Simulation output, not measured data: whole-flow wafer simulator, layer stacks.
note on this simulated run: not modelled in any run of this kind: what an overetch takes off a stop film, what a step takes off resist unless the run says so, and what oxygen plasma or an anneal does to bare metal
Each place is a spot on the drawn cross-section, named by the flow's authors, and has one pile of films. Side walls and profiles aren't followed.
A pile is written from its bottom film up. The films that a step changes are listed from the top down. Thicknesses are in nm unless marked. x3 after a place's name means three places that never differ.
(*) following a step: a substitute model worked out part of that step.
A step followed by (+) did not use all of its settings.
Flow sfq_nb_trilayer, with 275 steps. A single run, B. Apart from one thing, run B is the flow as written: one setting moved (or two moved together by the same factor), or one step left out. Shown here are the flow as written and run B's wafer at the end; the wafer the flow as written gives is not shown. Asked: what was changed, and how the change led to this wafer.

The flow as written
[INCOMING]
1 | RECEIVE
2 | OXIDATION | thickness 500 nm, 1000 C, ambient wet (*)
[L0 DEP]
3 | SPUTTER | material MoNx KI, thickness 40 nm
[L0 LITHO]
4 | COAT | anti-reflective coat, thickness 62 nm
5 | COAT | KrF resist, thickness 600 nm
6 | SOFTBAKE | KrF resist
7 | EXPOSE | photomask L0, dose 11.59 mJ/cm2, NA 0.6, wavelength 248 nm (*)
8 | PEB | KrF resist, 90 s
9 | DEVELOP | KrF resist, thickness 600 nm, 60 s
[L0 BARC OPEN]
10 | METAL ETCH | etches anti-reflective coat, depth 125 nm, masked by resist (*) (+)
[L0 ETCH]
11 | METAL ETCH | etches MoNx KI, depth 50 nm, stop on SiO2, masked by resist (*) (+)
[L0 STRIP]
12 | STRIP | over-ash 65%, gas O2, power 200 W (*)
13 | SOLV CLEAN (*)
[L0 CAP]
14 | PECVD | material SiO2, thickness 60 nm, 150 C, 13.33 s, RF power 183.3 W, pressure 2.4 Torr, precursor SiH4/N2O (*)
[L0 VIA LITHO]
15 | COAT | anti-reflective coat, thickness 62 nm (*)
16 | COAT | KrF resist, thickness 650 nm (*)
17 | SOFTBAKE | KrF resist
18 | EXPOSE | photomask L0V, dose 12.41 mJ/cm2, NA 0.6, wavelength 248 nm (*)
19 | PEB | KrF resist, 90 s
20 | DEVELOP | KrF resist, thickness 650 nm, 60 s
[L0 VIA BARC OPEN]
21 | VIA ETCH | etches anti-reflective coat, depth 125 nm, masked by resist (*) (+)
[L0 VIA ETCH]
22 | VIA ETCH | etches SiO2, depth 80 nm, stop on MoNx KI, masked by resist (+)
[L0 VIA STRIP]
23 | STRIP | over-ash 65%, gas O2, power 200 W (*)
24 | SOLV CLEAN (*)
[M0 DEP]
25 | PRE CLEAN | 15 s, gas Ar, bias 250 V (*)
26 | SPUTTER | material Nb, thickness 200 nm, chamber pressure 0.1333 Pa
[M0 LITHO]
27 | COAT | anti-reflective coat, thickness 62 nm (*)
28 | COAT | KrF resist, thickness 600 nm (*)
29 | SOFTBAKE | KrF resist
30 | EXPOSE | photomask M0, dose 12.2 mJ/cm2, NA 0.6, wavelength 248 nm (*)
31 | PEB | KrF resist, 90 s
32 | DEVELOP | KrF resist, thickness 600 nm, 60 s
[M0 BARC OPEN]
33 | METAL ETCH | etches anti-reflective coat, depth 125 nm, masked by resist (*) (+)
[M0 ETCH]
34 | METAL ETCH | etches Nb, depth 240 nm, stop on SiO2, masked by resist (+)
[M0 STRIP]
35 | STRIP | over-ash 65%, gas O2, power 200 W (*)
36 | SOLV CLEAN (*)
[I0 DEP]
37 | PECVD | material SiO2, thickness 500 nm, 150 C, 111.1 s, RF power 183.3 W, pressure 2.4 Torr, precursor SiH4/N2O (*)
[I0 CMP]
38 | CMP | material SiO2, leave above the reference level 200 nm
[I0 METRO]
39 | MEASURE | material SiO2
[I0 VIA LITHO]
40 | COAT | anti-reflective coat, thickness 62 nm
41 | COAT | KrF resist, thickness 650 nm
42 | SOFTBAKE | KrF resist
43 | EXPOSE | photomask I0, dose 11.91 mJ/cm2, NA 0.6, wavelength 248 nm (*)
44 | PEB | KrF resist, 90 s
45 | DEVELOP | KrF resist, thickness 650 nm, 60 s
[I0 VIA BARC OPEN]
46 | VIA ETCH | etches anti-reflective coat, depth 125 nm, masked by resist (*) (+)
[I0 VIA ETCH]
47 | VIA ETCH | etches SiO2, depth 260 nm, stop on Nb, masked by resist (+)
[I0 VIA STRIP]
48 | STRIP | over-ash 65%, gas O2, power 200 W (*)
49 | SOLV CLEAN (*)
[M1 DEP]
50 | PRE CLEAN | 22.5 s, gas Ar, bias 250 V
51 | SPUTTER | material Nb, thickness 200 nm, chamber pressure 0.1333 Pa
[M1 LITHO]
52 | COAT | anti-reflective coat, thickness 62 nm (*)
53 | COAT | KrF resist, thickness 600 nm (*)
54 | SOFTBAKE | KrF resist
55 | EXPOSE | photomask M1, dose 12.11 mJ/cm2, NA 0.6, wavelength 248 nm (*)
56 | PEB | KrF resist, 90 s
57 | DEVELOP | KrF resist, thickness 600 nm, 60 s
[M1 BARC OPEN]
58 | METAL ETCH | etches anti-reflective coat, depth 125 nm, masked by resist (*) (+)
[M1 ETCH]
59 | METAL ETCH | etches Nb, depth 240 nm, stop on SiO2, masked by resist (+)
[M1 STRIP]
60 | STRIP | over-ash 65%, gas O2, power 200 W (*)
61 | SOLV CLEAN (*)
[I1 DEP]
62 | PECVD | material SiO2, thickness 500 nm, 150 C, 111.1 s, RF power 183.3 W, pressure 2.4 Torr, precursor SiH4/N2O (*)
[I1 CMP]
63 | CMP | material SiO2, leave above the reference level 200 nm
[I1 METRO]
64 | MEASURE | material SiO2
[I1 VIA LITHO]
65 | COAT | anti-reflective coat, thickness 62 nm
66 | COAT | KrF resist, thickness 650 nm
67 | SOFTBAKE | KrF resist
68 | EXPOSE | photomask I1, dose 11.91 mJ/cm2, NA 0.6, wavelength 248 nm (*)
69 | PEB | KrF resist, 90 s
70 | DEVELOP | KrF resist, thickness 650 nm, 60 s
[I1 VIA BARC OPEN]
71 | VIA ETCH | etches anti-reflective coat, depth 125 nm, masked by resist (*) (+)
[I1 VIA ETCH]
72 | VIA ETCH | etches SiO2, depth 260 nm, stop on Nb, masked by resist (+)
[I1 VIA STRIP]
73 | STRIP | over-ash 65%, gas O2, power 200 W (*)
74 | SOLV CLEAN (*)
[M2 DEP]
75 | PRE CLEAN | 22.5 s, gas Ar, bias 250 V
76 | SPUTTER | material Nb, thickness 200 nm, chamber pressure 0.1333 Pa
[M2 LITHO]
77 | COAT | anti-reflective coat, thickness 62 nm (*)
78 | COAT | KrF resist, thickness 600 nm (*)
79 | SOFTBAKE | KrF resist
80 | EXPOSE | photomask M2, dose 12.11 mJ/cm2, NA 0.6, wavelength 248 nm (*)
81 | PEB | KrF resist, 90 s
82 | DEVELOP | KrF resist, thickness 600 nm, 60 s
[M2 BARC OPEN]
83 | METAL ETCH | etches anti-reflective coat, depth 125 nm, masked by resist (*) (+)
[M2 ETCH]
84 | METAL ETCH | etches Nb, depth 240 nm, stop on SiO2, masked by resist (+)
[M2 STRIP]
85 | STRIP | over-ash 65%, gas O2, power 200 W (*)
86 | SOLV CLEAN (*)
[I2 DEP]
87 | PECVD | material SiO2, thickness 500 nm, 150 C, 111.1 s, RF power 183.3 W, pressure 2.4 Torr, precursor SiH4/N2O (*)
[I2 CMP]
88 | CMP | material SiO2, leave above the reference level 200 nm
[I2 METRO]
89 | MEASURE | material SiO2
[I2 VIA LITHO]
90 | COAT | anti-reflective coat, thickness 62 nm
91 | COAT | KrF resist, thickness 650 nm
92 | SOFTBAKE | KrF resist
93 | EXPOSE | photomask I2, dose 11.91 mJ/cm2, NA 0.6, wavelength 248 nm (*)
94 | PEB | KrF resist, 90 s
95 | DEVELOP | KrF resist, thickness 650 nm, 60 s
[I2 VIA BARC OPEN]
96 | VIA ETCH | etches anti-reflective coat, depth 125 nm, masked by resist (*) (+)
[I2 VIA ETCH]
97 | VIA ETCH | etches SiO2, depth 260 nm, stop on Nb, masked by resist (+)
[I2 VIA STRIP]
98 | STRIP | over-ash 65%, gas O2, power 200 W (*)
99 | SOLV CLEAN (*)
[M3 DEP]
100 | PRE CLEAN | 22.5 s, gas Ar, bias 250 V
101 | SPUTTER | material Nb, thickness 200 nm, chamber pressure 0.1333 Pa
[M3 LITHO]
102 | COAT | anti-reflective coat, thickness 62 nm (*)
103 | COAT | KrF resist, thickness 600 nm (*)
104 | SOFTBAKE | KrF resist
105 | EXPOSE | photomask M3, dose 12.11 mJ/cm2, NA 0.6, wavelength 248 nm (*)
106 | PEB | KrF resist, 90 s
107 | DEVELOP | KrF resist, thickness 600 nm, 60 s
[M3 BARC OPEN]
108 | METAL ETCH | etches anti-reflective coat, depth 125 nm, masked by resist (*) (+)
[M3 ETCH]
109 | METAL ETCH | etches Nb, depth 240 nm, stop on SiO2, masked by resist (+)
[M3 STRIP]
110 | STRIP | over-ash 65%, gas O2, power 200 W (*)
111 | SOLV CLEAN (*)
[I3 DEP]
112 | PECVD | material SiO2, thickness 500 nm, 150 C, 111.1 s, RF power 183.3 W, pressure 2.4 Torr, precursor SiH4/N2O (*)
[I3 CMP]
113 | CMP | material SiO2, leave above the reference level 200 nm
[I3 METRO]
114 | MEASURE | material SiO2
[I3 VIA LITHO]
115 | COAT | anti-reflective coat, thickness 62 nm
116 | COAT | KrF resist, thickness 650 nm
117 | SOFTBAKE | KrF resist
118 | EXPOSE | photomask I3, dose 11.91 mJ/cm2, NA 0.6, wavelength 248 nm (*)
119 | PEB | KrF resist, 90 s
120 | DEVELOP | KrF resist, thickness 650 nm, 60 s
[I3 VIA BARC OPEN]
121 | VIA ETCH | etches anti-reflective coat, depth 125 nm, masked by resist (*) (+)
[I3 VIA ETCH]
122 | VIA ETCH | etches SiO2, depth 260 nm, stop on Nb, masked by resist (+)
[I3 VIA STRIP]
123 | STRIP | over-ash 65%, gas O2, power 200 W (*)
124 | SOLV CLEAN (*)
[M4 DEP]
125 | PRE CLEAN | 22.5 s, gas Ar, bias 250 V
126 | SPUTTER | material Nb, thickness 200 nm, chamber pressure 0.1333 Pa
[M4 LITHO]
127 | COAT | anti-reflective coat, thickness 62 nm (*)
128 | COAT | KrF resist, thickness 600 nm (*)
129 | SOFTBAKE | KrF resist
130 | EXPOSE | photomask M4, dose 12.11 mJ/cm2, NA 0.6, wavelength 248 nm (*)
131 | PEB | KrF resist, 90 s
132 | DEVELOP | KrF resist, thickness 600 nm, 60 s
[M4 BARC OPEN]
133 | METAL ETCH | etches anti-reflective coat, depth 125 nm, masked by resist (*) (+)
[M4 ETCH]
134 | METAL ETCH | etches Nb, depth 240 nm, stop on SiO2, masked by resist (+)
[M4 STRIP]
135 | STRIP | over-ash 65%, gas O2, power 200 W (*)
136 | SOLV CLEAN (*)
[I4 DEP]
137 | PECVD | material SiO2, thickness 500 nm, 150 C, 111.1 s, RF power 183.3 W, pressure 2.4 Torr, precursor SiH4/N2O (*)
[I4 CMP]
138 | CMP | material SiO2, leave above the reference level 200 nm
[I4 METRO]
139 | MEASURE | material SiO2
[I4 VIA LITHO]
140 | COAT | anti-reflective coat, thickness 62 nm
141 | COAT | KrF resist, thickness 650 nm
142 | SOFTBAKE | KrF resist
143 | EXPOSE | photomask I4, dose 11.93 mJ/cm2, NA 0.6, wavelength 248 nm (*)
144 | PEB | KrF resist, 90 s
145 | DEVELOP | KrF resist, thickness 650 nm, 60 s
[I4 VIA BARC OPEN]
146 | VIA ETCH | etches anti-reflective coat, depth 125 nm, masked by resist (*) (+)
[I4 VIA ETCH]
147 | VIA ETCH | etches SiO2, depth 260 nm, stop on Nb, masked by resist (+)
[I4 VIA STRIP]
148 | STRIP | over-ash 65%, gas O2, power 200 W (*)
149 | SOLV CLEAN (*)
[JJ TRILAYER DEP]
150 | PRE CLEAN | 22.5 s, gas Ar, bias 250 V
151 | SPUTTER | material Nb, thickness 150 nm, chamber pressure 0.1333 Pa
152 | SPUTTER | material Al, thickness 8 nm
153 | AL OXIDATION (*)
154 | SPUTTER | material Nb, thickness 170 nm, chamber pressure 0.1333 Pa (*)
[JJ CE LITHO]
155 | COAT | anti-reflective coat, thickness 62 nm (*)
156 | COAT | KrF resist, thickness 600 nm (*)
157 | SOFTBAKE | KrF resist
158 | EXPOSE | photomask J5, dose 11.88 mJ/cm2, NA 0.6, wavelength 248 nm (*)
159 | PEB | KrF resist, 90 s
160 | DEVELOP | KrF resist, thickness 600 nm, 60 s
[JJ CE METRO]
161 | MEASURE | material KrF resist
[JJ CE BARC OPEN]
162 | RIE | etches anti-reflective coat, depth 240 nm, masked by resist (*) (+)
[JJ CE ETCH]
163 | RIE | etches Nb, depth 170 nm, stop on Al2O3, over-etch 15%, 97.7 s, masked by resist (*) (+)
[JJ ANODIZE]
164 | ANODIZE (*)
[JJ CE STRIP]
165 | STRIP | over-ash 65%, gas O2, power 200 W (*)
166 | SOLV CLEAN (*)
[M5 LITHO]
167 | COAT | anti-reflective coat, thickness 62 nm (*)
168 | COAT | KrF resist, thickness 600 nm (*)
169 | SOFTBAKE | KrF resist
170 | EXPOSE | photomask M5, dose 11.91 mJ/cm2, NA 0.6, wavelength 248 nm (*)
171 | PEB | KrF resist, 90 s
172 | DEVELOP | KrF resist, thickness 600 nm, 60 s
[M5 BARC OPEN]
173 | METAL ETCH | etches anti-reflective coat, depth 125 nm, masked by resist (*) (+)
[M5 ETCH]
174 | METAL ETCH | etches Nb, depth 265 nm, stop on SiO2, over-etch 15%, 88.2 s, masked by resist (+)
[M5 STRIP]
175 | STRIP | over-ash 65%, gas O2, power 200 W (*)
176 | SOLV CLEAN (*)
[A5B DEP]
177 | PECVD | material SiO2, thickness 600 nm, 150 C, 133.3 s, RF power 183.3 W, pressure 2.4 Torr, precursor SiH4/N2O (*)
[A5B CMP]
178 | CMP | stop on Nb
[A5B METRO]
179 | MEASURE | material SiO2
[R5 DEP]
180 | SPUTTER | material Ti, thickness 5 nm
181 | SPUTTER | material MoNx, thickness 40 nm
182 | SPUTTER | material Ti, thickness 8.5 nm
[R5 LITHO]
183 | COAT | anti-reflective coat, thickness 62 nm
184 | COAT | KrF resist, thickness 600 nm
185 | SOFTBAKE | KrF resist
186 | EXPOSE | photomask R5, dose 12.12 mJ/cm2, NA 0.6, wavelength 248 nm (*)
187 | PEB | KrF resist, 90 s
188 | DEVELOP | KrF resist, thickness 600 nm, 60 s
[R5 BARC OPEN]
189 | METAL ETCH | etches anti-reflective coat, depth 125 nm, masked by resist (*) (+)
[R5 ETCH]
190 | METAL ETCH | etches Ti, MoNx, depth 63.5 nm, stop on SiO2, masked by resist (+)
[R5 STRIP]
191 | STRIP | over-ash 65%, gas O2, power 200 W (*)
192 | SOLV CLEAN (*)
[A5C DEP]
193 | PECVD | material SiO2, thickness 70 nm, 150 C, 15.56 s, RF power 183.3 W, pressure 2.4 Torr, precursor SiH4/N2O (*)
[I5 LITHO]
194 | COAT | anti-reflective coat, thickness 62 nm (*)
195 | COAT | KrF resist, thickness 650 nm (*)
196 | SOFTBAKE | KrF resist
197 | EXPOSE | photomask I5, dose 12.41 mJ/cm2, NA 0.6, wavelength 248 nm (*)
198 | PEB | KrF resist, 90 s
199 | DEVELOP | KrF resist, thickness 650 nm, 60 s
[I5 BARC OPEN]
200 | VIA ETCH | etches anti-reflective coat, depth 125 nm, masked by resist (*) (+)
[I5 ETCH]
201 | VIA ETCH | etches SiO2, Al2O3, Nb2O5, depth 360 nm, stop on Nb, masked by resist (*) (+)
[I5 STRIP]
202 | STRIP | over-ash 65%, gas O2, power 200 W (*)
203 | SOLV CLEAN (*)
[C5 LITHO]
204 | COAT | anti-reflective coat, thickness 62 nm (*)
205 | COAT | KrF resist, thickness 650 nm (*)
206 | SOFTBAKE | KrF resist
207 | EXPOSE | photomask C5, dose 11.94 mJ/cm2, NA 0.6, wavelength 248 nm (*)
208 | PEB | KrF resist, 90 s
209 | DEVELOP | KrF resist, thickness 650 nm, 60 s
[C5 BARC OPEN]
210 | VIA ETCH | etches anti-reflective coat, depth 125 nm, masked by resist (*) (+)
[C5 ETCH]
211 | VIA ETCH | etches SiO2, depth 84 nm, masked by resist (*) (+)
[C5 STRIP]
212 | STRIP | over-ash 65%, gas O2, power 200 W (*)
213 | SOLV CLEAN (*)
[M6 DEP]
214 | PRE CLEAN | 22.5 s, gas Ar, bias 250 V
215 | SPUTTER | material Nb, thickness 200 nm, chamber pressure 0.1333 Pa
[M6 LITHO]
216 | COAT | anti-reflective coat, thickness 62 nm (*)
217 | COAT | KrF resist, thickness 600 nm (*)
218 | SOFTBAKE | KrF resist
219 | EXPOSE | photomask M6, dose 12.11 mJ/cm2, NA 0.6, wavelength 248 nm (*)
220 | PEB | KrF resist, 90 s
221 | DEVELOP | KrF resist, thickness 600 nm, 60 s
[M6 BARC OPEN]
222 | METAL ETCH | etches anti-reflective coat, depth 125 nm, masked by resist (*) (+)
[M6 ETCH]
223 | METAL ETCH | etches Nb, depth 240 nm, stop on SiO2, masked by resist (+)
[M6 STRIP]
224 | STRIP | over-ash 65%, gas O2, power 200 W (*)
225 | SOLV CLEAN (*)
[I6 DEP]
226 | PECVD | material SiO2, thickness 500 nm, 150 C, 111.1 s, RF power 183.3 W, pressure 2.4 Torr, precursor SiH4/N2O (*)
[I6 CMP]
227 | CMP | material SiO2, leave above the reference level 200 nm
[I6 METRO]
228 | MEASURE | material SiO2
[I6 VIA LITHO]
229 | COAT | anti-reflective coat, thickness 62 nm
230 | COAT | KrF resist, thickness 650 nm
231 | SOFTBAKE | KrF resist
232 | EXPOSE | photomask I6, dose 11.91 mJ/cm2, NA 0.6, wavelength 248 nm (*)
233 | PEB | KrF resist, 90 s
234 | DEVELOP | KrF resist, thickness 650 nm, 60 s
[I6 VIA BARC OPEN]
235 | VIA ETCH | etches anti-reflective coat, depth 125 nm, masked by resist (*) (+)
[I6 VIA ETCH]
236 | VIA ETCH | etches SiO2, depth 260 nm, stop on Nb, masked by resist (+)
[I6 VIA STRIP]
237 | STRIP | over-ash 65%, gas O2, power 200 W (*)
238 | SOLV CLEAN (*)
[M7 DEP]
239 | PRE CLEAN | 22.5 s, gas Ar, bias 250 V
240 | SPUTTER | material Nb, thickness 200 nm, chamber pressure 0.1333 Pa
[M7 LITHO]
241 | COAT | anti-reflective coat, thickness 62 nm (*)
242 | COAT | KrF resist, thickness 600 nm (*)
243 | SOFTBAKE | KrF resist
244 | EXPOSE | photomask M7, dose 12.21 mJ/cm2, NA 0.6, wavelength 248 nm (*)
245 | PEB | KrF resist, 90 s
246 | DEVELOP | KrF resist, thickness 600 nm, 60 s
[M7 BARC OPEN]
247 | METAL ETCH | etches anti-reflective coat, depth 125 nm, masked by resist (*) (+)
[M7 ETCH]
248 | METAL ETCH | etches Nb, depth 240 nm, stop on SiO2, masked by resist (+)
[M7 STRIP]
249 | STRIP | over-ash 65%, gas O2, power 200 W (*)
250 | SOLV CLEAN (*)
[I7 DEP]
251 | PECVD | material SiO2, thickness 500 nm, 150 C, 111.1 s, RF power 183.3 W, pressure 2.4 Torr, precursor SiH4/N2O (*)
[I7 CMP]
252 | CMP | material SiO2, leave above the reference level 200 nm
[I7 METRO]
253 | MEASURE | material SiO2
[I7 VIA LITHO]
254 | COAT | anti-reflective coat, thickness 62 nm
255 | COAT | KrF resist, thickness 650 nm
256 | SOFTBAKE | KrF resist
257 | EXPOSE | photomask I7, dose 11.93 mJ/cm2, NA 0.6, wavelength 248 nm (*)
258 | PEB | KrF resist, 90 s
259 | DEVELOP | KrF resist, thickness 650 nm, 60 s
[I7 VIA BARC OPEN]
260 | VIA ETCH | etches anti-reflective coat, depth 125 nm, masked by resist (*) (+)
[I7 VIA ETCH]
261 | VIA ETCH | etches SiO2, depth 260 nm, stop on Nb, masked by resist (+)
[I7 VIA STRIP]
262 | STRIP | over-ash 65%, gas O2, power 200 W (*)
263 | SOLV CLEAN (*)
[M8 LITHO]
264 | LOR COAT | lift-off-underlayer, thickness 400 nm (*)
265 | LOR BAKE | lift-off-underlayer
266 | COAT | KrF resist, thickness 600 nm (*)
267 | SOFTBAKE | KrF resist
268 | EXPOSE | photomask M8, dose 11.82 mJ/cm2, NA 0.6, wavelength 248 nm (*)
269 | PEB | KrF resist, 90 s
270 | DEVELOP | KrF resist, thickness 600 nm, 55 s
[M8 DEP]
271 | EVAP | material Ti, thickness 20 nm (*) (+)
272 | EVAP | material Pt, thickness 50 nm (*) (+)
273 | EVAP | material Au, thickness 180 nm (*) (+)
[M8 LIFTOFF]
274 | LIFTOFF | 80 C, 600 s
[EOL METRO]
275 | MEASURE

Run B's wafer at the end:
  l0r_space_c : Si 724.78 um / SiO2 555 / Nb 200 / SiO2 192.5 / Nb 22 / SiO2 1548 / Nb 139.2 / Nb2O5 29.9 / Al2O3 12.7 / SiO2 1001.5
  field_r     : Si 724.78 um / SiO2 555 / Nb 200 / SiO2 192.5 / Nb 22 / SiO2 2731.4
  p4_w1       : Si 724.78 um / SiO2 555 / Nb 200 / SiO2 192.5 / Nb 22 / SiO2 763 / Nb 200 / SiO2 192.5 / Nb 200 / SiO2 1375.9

What caused this: step 59, METAL ETCH: depth 178 nm was run, while the flow as written has depth 240 nm.

Step by step, how the change led to this:
  59 | METAL ETCH | etches Nb, depth 240 nm, stop on SiO2, masked by resist (+)
      field_l, be, be_sur and 79 more: Nb loses 178 (in the flow as written it would be: Nb loses 200 (all of it))
      v_sur, via_wl, via_w and 21 more: KrF resist loses 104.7 (in the flow as written it would be: KrF resist loses 141.2)
  60 | STRIP | over-ash 65%, gas O2, power 200 W (*)
      wl_j_sl, wl_jj, wl_j_sr and 13 more: KrF resist loses 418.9 (all of it), anti-reflective coat loses 62 (all of it) (in the flow as written it would be: KrF resist loses 382.4 (all of it), anti-reflective coat loses 62 (all of it))
      v_sur: KrF resist loses 402.3 (all of it), anti-reflective coat loses 61.1 (all of it) (in the flow as written it would be: KrF resist loses 365.9 (all of it), anti-reflective coat loses 61.1 (all of it))
      (and at 7 other places as well)
  62 | PECVD | material SiO2, thickness 500 nm, 150 C, 111.1 s, RF power 183.3 W, pressure 2.4 Torr, precursor SiH4/N2O (*)
      field_l, be, be_sur and 72 more: SiO2 gains 500 (new film) (in the flow as written it would be: SiO2 gains 500)
      lsp_m, ln_m6, lsp_r, l0_sur, l0v: SiO2 gains 500 (new film) (in the flow as written it would be: SiO2 gains 494.9)
      (and at 2 other places as well)
  63 | CMP | material SiO2, leave above the reference level 200 nm
      field_l, be, be_sur and 72 more: SiO2 loses 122 (in the flow as written it would be: SiO2 loses 100)
      lsp_m, ln_m6, lsp_r, l0_sur, l0v: SiO2 loses 122 (in the flow as written it would be: SiO2 loses 94.9)
With metal films that touch counted as one body, l0r_space_c has 3 bodies (between them, from the top down: SiO2 1548; SiO2 192.5); the flow as written gives 2 bodies (between them, from the top down: SiO2 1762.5).
With metal films that touch counted as one body, field_r has 2 bodies (between them, from the top down: SiO2 192.5); the flow as written gives 1 body.
With metal films that touch counted as one body, p4_w1 has 4 bodies (between them, from the top down: SiO2 192.5; SiO2 763; SiO2 192.5); the flow as written gives 3 bodies (between them, from the top down: SiO2 192.5; SiO2 977.5).
